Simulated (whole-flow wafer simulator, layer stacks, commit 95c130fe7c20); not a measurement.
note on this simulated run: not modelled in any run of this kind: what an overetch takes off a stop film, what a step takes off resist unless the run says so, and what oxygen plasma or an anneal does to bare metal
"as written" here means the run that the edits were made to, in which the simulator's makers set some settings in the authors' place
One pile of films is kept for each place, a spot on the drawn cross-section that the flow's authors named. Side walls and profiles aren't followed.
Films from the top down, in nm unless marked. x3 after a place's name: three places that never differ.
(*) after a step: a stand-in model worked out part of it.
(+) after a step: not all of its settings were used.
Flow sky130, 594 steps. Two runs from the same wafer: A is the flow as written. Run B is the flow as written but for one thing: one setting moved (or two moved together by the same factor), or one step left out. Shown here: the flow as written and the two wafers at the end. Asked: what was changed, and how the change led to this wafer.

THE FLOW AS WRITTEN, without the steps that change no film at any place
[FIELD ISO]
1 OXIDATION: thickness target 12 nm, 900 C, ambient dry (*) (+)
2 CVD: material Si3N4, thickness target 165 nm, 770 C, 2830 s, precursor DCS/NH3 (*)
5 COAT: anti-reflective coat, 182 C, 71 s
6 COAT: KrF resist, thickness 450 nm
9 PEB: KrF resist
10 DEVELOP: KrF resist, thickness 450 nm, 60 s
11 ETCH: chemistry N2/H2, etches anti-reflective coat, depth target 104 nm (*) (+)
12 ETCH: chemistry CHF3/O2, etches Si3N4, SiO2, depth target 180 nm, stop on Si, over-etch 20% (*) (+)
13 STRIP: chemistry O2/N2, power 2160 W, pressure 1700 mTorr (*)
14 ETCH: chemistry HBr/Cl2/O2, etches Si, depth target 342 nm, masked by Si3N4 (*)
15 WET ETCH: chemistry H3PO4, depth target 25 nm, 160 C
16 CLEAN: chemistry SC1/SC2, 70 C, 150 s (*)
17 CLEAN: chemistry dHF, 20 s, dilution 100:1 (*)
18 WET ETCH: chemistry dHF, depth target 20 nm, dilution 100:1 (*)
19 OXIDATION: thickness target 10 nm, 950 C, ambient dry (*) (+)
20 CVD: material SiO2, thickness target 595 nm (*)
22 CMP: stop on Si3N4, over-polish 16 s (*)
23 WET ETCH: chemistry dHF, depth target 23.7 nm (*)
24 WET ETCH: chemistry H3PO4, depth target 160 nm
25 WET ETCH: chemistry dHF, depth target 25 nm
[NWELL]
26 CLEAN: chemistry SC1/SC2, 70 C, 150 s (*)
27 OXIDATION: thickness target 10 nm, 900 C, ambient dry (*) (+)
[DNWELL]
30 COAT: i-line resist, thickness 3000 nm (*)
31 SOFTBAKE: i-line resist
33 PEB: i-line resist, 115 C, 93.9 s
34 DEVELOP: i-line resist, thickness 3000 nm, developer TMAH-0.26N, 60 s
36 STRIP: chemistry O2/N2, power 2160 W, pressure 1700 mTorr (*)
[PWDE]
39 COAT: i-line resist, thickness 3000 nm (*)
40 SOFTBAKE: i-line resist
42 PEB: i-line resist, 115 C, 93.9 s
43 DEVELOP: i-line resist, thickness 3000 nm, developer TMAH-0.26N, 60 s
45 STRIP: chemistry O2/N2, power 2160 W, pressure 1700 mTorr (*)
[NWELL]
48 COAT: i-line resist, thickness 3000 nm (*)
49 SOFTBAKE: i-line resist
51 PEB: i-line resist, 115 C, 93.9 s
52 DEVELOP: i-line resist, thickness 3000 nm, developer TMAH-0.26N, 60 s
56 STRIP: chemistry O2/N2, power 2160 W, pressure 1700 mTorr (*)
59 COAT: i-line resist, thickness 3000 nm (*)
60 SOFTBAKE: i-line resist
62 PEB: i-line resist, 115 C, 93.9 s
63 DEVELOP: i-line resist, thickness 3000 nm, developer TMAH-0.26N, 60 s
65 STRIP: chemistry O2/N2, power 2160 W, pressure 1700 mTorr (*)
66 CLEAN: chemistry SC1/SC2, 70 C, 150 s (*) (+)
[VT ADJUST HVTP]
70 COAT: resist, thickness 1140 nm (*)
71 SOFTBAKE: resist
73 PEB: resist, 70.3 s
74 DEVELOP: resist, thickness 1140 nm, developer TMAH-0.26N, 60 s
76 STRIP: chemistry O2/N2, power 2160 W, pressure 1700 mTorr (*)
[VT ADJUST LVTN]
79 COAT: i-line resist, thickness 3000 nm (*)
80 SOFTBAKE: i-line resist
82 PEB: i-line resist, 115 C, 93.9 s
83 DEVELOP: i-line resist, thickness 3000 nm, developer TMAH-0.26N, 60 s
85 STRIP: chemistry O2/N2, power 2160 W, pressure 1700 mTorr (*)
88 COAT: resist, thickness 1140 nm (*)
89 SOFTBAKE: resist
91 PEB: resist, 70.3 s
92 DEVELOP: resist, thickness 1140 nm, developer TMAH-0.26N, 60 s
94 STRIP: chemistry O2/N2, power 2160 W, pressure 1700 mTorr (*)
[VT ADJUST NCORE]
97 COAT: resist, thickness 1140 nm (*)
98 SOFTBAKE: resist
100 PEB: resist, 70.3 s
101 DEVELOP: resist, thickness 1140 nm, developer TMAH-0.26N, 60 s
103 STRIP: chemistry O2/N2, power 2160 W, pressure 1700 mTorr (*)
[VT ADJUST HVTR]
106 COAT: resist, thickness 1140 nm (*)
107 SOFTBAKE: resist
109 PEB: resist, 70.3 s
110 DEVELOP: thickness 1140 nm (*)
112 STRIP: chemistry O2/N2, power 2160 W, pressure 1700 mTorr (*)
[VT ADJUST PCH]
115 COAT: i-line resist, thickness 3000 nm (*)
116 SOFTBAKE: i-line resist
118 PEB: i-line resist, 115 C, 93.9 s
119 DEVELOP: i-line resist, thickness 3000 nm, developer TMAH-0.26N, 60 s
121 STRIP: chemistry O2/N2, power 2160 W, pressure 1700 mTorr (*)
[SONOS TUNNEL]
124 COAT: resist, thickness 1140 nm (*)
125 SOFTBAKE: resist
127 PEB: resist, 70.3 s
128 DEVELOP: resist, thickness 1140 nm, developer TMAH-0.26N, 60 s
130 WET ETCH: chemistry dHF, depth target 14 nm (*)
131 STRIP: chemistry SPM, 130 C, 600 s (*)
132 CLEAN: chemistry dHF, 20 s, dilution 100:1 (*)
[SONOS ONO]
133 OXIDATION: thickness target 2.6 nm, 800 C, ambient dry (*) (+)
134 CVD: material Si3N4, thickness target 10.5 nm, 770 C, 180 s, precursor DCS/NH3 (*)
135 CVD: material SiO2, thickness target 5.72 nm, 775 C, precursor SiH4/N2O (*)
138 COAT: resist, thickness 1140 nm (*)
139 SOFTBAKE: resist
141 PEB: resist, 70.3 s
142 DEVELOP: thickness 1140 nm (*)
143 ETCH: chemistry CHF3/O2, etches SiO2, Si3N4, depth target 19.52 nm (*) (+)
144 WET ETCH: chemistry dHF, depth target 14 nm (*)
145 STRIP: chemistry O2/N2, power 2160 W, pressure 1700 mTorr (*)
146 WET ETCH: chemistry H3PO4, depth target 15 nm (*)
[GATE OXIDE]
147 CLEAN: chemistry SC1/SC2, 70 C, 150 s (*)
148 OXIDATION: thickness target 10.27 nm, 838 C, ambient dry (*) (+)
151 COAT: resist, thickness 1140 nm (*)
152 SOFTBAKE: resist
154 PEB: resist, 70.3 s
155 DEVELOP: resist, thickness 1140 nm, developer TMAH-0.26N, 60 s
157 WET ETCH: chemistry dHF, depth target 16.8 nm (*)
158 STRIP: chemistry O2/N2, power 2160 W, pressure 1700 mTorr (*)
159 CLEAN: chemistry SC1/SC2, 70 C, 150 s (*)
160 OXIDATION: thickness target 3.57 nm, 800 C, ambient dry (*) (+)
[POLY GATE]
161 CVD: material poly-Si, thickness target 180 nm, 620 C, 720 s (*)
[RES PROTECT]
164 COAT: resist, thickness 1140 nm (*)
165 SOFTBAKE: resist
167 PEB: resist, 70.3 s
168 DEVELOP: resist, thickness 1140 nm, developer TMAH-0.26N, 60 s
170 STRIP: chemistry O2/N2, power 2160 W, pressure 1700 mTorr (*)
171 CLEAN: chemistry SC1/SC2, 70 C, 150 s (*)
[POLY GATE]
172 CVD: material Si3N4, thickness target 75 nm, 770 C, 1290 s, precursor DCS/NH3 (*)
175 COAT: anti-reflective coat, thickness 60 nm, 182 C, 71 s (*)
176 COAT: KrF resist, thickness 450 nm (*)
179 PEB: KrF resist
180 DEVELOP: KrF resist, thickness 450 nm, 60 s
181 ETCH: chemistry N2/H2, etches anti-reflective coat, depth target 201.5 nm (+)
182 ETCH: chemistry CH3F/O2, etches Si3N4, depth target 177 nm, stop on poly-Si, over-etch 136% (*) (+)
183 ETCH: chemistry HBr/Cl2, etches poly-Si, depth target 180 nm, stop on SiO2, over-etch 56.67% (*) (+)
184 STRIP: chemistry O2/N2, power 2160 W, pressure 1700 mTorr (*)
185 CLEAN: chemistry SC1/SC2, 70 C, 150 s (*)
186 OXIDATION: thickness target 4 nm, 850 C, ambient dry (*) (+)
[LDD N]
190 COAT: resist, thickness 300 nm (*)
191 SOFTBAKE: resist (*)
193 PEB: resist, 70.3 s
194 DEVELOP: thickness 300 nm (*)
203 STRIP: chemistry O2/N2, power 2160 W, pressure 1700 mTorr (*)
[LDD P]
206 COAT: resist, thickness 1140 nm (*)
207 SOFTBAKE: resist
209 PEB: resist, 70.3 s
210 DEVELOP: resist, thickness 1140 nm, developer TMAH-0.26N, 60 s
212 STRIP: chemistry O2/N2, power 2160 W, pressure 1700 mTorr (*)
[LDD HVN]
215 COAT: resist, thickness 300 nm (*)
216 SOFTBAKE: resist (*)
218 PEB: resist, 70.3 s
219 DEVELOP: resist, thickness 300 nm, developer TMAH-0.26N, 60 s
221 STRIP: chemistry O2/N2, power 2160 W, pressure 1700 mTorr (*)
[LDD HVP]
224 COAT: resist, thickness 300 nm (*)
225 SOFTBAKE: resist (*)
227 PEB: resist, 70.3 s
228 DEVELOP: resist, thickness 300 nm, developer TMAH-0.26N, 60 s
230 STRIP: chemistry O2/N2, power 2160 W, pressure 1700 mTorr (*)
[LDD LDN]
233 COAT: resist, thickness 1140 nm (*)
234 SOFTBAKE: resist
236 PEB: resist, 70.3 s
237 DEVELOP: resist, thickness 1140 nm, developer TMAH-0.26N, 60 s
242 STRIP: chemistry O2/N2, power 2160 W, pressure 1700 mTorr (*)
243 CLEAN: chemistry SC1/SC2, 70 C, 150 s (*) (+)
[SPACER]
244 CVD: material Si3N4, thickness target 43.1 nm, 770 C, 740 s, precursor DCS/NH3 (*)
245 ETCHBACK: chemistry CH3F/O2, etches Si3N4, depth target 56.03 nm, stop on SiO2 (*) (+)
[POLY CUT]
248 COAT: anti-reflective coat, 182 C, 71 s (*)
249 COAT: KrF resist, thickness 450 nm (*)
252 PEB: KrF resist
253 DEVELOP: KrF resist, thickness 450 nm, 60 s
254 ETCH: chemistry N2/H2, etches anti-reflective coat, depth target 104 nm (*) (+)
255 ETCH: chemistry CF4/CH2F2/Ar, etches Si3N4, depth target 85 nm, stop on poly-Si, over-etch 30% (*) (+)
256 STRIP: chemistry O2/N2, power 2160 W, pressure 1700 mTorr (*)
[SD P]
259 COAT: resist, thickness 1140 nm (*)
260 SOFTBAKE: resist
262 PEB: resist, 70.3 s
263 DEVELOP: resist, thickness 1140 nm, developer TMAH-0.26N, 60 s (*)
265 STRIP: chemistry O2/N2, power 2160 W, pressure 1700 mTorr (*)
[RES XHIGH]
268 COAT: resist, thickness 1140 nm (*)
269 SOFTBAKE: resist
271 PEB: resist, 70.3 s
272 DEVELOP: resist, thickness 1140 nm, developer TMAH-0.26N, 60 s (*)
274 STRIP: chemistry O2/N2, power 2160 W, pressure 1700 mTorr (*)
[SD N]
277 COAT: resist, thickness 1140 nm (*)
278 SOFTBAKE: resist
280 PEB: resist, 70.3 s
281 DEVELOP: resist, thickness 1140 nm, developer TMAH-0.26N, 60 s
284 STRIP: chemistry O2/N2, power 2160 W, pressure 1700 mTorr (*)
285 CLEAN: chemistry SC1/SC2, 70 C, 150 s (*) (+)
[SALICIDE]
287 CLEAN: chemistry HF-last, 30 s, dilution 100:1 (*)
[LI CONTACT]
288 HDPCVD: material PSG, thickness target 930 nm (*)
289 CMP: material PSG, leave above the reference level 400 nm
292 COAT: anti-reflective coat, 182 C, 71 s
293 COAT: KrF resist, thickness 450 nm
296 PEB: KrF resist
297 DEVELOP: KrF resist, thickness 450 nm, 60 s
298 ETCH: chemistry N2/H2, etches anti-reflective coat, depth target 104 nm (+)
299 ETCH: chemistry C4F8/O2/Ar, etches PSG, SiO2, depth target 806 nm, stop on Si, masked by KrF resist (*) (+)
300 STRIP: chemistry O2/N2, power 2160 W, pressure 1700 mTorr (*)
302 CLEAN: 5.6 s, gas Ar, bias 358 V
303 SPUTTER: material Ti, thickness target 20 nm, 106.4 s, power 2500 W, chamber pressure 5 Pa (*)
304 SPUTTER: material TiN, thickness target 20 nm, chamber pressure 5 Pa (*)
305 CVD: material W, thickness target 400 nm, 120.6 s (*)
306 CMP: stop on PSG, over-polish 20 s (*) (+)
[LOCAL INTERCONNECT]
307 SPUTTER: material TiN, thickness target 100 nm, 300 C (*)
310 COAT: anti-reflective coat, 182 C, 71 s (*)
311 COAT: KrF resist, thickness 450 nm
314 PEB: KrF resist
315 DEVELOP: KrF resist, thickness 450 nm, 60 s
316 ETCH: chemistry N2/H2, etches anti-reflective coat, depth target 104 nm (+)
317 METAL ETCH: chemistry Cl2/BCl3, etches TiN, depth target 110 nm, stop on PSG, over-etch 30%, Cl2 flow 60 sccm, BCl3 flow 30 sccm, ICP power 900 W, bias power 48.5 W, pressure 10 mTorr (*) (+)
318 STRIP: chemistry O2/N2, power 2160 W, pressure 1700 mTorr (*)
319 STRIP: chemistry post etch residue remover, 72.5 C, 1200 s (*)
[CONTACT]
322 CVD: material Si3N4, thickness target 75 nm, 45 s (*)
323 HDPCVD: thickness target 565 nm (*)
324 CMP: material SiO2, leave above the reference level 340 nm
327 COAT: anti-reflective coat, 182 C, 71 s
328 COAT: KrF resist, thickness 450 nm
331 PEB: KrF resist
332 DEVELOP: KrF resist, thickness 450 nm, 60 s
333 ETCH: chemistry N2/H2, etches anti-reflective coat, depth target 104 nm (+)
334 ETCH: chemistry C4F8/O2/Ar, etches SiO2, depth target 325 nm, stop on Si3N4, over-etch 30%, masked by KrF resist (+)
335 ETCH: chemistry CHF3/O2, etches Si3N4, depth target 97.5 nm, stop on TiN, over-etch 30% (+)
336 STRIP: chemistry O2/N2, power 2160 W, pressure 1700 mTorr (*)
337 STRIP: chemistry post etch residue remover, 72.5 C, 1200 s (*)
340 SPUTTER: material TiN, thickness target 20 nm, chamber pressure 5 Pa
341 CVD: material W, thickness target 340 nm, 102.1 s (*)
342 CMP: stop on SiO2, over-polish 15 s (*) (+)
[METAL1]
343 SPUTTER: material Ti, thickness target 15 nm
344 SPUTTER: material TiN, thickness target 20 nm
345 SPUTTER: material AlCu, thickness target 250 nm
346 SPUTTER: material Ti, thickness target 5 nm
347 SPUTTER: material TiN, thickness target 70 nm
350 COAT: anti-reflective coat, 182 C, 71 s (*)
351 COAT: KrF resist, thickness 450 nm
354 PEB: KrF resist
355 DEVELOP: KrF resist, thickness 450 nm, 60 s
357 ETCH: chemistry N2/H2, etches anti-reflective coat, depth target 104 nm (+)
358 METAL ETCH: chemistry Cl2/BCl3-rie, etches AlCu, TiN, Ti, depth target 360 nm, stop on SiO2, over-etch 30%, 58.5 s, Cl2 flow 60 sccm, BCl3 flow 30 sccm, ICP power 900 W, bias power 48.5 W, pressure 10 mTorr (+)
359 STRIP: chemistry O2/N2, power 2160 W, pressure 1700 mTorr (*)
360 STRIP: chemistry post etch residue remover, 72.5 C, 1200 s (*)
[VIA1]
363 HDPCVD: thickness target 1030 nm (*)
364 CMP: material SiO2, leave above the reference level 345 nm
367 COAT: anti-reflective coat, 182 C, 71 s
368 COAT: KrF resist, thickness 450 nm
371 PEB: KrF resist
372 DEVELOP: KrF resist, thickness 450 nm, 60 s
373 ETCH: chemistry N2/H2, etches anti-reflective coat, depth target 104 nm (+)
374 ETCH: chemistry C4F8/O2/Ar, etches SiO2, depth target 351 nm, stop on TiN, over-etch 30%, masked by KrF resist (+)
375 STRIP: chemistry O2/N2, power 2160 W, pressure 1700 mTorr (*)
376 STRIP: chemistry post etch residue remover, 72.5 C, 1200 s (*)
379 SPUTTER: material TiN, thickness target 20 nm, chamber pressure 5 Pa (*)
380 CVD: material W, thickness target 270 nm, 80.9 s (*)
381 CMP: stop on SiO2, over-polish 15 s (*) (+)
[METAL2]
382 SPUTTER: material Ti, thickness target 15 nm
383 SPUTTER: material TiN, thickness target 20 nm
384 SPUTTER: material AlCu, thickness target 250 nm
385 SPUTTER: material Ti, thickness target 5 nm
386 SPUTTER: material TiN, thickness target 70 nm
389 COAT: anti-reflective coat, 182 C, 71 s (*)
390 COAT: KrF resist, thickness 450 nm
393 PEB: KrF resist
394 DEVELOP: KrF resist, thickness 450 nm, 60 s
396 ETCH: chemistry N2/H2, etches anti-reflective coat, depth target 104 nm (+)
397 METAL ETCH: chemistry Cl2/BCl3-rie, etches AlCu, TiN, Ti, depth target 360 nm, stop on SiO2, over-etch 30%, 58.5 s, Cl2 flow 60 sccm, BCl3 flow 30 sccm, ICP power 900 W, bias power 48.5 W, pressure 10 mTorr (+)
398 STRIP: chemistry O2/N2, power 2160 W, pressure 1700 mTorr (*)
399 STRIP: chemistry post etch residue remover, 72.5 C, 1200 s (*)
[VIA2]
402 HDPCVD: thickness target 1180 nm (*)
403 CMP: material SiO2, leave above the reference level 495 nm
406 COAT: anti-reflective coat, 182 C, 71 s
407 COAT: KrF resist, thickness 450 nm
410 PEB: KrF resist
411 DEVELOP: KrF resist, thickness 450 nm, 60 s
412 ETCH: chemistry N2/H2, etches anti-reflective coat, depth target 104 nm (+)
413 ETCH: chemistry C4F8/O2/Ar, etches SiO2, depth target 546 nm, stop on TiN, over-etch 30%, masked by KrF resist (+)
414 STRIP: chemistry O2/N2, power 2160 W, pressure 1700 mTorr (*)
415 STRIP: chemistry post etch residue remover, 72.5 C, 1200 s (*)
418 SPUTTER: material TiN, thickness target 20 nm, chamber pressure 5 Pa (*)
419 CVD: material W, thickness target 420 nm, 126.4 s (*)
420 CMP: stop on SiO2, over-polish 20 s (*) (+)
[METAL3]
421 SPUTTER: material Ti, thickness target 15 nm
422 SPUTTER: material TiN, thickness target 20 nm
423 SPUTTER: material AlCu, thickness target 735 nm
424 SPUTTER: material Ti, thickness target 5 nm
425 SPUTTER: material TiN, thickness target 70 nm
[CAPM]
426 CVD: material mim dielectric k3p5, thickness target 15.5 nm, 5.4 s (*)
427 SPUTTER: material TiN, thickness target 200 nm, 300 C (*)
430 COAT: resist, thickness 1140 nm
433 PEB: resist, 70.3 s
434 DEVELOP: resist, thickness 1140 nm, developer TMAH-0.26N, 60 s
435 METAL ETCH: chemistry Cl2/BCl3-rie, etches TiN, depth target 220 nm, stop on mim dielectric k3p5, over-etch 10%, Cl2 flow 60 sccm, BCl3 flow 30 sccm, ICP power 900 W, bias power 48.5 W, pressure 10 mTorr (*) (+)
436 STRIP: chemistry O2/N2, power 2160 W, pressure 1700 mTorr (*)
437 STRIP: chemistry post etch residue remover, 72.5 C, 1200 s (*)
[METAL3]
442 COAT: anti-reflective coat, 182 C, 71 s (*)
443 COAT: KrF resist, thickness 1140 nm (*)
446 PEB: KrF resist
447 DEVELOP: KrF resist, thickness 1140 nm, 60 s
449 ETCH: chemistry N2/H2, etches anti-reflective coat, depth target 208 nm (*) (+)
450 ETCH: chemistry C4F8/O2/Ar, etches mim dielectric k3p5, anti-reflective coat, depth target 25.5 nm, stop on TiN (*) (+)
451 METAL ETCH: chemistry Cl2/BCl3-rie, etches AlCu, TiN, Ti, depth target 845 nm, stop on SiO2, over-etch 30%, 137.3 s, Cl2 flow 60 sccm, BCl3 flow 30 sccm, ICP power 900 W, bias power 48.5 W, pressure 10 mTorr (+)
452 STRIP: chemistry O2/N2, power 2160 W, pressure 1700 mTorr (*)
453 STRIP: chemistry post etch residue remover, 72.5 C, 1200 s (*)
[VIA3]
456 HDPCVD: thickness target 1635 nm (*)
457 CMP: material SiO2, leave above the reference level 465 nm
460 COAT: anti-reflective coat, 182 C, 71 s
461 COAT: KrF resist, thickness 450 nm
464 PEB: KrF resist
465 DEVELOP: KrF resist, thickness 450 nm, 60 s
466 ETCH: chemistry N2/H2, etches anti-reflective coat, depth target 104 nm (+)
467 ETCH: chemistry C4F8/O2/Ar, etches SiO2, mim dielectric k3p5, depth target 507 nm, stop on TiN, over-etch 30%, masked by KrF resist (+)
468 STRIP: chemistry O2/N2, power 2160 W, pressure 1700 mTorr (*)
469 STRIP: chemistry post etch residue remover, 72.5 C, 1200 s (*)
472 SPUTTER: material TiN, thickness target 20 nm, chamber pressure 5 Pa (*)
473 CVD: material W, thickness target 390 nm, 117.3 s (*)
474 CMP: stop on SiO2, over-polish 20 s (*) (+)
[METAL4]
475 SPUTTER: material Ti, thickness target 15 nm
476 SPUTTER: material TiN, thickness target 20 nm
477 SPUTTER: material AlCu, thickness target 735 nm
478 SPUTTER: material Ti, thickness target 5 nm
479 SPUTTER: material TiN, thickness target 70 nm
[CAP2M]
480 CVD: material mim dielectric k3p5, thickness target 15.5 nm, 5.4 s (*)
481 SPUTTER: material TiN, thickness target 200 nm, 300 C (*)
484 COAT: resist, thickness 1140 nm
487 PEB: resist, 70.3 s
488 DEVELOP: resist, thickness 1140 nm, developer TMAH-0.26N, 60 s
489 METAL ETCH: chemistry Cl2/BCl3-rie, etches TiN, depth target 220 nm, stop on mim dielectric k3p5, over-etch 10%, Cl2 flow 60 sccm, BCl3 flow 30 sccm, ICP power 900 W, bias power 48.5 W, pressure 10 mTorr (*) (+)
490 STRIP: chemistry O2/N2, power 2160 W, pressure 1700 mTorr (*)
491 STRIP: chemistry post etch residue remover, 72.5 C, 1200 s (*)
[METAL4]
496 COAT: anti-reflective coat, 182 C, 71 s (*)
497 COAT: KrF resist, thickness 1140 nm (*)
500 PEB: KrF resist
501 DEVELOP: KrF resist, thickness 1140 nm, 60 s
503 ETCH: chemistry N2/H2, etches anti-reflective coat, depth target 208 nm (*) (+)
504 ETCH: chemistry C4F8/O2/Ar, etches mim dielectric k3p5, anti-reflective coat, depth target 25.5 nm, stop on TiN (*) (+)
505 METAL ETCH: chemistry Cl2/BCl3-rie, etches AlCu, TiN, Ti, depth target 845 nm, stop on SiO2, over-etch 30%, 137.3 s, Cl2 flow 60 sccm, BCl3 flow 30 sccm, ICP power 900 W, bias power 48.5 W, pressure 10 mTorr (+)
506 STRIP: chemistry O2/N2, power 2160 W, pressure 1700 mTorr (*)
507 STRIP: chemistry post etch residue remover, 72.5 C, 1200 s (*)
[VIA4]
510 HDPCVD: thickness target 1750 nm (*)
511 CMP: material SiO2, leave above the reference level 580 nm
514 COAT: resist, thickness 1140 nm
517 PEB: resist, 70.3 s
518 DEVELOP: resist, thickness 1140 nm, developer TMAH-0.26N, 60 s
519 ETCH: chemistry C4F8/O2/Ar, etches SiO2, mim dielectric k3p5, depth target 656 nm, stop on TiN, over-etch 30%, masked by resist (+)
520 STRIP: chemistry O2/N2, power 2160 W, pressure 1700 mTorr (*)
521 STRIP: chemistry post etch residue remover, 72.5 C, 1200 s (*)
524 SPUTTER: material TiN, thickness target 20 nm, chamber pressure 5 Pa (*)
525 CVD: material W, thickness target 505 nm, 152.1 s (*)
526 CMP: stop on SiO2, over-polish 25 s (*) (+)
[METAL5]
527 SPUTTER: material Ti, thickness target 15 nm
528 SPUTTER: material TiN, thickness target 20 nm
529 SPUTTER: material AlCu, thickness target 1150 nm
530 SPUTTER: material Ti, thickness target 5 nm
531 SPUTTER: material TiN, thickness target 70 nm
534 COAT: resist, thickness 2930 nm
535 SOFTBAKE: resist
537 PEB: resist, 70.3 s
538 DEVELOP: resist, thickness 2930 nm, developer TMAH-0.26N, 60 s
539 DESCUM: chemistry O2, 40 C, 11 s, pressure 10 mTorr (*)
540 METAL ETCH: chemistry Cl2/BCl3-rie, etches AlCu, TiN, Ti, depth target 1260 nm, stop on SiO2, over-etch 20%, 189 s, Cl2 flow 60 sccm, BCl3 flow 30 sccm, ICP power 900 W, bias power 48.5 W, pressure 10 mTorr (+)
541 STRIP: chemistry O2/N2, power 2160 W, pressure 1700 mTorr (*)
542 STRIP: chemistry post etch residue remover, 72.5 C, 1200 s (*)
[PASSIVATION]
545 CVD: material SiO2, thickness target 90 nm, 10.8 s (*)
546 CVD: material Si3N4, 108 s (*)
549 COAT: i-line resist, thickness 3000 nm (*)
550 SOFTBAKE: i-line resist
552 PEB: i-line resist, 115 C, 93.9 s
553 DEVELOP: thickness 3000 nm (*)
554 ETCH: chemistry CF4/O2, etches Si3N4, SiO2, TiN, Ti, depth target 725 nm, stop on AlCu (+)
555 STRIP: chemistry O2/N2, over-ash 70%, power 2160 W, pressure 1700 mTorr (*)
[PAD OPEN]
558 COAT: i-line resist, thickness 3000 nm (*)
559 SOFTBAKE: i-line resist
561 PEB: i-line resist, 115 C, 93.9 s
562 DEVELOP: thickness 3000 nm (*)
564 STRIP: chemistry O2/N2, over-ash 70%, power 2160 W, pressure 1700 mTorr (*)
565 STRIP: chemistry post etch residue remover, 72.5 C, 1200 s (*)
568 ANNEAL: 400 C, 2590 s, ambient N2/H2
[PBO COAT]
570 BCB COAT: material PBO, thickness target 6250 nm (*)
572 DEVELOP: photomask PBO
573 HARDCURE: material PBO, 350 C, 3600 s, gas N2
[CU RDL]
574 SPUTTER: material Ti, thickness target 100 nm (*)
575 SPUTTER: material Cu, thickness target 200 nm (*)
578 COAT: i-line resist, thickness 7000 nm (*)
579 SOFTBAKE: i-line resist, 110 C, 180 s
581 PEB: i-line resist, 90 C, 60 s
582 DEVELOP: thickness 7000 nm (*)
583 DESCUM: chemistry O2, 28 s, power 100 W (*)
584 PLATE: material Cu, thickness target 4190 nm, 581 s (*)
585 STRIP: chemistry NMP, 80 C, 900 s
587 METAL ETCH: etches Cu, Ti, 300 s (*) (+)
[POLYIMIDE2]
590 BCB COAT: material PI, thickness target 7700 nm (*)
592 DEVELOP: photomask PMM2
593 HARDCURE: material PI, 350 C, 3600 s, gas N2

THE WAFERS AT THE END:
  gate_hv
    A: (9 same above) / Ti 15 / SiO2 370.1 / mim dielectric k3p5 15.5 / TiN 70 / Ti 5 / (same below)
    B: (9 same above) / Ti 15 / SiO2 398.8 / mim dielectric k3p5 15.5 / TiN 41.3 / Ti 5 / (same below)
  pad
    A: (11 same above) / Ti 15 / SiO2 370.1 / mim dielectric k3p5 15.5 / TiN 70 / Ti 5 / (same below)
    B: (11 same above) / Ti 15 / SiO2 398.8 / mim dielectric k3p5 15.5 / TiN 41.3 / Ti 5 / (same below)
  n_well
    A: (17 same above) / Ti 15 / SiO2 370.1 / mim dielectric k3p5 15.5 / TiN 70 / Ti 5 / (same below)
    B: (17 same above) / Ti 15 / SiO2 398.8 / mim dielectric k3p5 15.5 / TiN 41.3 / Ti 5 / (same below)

The cause: step 425, SPUTTER: thickness target 41.3 nm was run, where the flow has thickness target 70 nm.
It can be read off the wafer: gate_hv has TiN 41.3, and step 425 as written asks for 70 nm.

How the change led to this, step by step:
  425 SPUTTER: material TiN, thickness target 70 nm
      field, active, n_well and 188 more: A TiN +70 (new film) | B TiN +41.3 (new film)
  451 METAL ETCH: chemistry Cl2/BCl3-rie, etches AlCu, TiN, Ti, depth target 845 nm, stop on SiO2, over-etch 30%, 137.3 s, Cl2 flow 60 sccm, BCl3 flow 30 sccm, ICP power 900 W, bias power 48.5 W, pressure 10 mTorr (+)
      field, gate, spacer and 68 more: A TiN -70 (all of it), Ti -5 (all of it), AlCu -735 (all of it), TiN -20 (all of it), Ti -15 (all of it), SiO2 -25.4 | B TiN -41.3 (all of it), Ti -5 (all of it), AlCu -735 (all of it), TiN -20 (all of it), Ti -15 (all of it), SiO2 -28.2
      active, vpp_ln, vpp_iso2 and 11 more: A TiN -70 (all of it), Ti -5 (all of it), AlCu -735 (all of it), TiN -20 (all of it), Ti -15 (all of it), SiO2 -25.3 | B TiN -41.3 (all of it), Ti -5 (all of it), AlCu -735 (all of it), TiN -20 (all of it), Ti -15 (all of it), SiO2 -28.2
  457 CMP: material SiO2, leave above the reference level 465 nm
      n_well, p_well, gate_hv and 99 more: A SiO2 -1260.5 | B SiO2 -1231.8
      m1, via2_hole: A SiO2 -1259.9 | B SiO2 -1231.2
  467 ETCH: chemistry C4F8/O2/Ar, etches SiO2, mim dielectric k3p5, depth target 507 nm, stop on TiN, over-etch 30%, masked by KrF resist (+)
      m1: A SiO2 -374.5 (all of it), mim dielectric k3p5 -15.5 (all of it) | B SiO2 -403.2 (all of it), mim dielectric k3p5 -15.5 (all of it)
      via3_hole: A SiO2 -373.9 (all of it), mim dielectric k3p5 -15.5 (all of it) | B SiO2 -402.6 (all of it), mim dielectric k3p5 -15.5 (all of it)
  473 CVD: material W, thickness target 390 nm, 117.3 s (*)
      m1: A W +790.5 (new film) | B W +819.5 (new film)
      via3_hole: A W +789.9 (new film) | B W +818.9 (new film)
